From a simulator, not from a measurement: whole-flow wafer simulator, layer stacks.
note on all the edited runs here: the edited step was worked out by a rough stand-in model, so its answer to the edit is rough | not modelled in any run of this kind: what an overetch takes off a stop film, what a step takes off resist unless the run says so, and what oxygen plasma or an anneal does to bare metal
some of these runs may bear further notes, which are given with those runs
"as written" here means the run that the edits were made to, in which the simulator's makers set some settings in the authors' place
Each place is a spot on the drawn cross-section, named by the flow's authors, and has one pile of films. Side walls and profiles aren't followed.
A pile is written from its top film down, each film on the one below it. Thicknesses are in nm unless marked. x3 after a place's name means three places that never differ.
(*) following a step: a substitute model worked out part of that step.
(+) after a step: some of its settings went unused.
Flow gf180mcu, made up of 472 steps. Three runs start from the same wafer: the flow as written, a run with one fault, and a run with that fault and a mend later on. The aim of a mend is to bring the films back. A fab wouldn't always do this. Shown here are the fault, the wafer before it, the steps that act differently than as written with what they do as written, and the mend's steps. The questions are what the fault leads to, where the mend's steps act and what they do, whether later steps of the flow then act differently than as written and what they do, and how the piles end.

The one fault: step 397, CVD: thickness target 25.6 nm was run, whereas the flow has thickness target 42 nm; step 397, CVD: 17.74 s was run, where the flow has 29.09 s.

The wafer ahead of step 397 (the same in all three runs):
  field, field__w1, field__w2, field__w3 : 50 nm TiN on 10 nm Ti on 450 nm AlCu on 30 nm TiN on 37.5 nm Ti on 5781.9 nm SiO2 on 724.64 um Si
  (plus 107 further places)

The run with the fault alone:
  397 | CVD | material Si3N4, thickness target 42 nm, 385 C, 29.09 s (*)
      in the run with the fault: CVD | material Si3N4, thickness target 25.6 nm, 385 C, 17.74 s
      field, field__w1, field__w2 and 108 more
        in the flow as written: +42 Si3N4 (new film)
        in the run with the fault: +25.7 Si3N4 (new film)
  Later steps of the flow acting differently than as written (5 more steps, not shown, differ only slightly: by at most 2% or 0.5 nm, whichever is larger):
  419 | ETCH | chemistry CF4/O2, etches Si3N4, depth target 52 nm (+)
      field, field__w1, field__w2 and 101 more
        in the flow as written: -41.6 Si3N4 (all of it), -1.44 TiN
        in the run with the fault: -25.3 Si3N4 (all of it), -1.76 TiN
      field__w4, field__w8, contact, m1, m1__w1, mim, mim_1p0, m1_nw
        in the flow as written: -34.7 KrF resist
        in the run with the fault: -25.3 KrF resist
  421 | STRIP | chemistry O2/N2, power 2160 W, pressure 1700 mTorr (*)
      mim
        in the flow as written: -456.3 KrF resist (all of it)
        in the run with the fault: -465.7 KrF resist (all of it)
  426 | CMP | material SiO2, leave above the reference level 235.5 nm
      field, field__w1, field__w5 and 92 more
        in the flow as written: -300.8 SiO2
        in the run with the fault: -317.2 SiO2
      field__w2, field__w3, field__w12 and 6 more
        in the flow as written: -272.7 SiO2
        in the run with the fault: -289.8 SiO2
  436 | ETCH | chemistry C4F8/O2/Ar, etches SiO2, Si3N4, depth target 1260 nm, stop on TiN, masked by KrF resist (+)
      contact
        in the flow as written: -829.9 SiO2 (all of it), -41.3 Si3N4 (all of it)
        in the run with the fault: -829.9 SiO2 (all of it), -24.9 Si3N4 (all of it)
  By the end, the piles at field__w4, field__w8, m1, m1__w1, mim, mim_1p0, m1_nw depart from the flow's by more than 2% or 0.5 nm, whichever is larger.
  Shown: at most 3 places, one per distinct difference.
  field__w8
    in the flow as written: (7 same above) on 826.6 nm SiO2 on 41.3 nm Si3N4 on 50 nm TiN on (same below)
    in the run with the fault: (7 same above) on 826.6 nm SiO2 on 24.9 nm Si3N4 on 50 nm TiN on (same below)
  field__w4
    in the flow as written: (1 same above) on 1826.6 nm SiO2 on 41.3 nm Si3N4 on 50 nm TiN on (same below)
    in the run with the fault: (1 same above) on 1826.6 nm SiO2 on 24.9 nm Si3N4 on 50 nm TiN on (same below)
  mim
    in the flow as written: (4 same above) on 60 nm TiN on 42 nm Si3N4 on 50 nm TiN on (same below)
    in the run with the fault: (4 same above) on 60 nm TiN on 25.7 nm Si3N4 on 50 nm TiN on (same below)

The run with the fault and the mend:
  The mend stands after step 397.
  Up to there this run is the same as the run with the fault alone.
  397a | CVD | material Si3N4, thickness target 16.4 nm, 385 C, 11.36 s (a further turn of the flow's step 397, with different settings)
      field, field__w1, field__w2 and 108 more
        +16.4 Si3N4
  Later steps of the flow that are run all act as written at every place that is followed, up to a difference of at most 2% or 0.5 nm, whichever is larger.
  At the end the piles are close to the flow's at the places that both follow, differing by at most 2% or 0.5 nm, whichever is larger.
